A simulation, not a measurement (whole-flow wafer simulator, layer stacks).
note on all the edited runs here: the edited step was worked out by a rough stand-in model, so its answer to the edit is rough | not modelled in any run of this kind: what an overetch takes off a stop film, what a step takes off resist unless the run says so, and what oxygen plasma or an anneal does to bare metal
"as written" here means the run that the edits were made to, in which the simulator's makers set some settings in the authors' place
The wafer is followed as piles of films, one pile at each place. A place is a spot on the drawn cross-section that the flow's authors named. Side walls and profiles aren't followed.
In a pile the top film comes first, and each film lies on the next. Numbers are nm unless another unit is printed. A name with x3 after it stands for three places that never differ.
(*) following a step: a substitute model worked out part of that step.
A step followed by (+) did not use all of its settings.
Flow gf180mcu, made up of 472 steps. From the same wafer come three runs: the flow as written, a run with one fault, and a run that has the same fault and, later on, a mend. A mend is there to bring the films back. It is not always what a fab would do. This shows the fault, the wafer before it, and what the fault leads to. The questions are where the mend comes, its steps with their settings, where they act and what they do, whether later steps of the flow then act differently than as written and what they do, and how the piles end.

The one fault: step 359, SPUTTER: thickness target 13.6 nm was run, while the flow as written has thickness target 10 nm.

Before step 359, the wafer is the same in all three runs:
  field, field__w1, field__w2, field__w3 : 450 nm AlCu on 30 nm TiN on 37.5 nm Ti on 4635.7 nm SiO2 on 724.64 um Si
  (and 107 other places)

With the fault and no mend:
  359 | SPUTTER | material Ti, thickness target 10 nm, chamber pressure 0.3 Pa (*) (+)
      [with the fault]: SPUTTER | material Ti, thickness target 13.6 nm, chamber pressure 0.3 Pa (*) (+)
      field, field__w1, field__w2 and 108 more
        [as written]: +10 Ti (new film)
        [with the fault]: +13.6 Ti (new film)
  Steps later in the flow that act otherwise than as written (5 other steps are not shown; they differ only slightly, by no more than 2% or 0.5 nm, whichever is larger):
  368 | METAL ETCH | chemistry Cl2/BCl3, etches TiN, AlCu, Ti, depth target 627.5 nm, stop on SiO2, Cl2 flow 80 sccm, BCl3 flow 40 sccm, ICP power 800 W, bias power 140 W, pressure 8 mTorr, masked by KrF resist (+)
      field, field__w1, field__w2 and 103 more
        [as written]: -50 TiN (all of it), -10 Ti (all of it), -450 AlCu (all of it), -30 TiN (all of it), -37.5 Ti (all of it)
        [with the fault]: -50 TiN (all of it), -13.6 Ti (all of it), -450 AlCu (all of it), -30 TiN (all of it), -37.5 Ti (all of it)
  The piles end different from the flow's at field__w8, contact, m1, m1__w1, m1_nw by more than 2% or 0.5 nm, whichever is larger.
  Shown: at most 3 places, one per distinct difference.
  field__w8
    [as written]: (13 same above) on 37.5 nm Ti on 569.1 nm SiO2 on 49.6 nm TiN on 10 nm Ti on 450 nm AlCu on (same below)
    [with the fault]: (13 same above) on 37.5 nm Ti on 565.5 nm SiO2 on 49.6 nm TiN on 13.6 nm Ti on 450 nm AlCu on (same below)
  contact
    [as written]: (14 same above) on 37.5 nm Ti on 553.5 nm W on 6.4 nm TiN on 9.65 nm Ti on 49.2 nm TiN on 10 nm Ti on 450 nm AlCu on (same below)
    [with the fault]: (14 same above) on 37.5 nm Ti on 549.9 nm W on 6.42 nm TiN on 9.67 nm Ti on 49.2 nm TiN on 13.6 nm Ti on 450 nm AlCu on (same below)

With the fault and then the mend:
  The mend stands after step 359.
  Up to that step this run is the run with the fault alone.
  359a | METAL ETCH | chemistry Cl2/BCl3, etches TiN, AlCu, Ti, depth target 3.6 nm, Cl2 flow 80 sccm, BCl3 flow 40 sccm, ICP power 800 W, bias power 140 W, pressure 8 mTorr (a further turn of the flow's step 260, with different settings)
      field, field__w1, field__w2 and 108 more
        -3.6 Ti
  Later steps of the flow that are run all act as written at every place that is followed.
  The piles end the same as the flow's at every place that both follow.
